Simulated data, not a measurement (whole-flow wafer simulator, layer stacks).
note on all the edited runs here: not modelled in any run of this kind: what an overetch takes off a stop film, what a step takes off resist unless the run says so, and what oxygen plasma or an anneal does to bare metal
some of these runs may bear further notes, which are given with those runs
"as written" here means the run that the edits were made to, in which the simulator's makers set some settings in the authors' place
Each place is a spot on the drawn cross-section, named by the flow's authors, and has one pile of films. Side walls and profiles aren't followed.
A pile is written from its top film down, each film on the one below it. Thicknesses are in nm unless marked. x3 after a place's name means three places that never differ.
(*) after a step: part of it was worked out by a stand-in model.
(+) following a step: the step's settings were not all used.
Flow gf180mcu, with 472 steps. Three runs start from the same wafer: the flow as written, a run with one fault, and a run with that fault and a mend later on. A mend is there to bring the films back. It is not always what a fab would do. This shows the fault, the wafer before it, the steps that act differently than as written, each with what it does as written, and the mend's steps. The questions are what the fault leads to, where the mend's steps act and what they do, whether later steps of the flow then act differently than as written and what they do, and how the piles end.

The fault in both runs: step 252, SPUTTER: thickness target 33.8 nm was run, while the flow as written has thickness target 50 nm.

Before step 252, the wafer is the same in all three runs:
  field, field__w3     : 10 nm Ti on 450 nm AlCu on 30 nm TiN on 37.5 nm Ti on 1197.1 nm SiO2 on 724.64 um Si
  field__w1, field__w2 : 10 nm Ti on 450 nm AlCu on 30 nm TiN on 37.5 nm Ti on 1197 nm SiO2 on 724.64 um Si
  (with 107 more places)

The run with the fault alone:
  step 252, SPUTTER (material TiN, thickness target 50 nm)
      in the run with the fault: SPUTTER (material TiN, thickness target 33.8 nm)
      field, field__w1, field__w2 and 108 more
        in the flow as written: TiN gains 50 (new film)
        in the run with the fault: TiN gains 33.8 (new film)
  Later steps of the flow acting differently than as written (4 more steps, not shown, differ only slightly: by at most 2% or 0.5 nm, whichever is larger):
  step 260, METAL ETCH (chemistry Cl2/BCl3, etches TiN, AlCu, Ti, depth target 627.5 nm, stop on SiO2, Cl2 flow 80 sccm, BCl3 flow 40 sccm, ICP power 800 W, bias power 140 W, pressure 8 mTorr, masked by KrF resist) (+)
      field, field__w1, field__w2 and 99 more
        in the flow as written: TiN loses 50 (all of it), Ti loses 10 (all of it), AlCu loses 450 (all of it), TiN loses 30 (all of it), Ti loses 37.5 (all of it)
        in the run with the fault: TiN loses 33.8 (all of it), Ti loses 10 (all of it), AlCu loses 450 (all of it), TiN loses 30 (all of it), Ti loses 37.5 (all of it)
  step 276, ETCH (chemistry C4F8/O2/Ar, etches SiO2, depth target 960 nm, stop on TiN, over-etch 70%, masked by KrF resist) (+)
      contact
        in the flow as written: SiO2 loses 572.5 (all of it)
        in the run with the fault: SiO2 loses 588.7 (all of it)
  The piles end different from the flow's at field__w8, contact, m1 and 6 more by more than 2% or 0.5 nm, whichever is larger.
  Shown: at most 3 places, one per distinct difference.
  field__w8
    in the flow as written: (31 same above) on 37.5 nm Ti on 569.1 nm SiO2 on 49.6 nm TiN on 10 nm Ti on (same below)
    in the run with the fault: (31 same above) on 37.5 nm Ti on 585.3 nm SiO2 on 33.4 nm TiN on 10 nm Ti on (same below)
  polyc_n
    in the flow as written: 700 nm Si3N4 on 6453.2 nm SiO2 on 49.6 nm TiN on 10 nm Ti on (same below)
    in the run with the fault: 700 nm Si3N4 on 6469.4 nm SiO2 on 33.4 nm TiN on 10 nm Ti on (same below)
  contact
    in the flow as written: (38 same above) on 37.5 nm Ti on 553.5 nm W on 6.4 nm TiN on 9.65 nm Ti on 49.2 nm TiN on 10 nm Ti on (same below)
    in the run with the fault: (38 same above) on 37.5 nm Ti on 569.9 nm W on 6.34 nm TiN on 9.56 nm Ti on 33 nm TiN on 10 nm Ti on (same below)

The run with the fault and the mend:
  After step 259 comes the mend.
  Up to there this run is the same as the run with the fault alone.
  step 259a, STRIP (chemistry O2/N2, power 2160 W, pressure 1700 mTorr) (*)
      field__w8, contact, m1 and 6 more
        KrF resist loses 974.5 (all of it)
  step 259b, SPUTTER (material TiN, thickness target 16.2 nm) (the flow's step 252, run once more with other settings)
      field, field__w1, field__w2 and 108 more
        TiN gains 16.2
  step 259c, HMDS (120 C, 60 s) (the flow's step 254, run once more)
      does not change any film at any place that is followed
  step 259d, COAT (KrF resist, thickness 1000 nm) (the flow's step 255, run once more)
      field, field__w1, field__w2 and 108 more
        KrF resist gains 1000 (new film)
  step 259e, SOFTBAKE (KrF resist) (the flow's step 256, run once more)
      does not change any film at any place that is followed
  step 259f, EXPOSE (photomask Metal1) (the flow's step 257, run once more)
      does not change any film at any place that is followed
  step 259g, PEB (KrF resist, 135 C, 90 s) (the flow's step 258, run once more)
      field, field__w1, field__w2 and 108 more
        KrF resist loses 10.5
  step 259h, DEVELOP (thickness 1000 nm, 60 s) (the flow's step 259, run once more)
      field, field__w1, field__w2 and 99 more
        KrF resist loses 989.5 (all of it)
      field__w8, contact, m1 and 6 more
        KrF resist loses 14.9
  Every later step of the flow that is run acts as written at every place that is followed.
  The piles end the same as the flow's at every place that both follow.
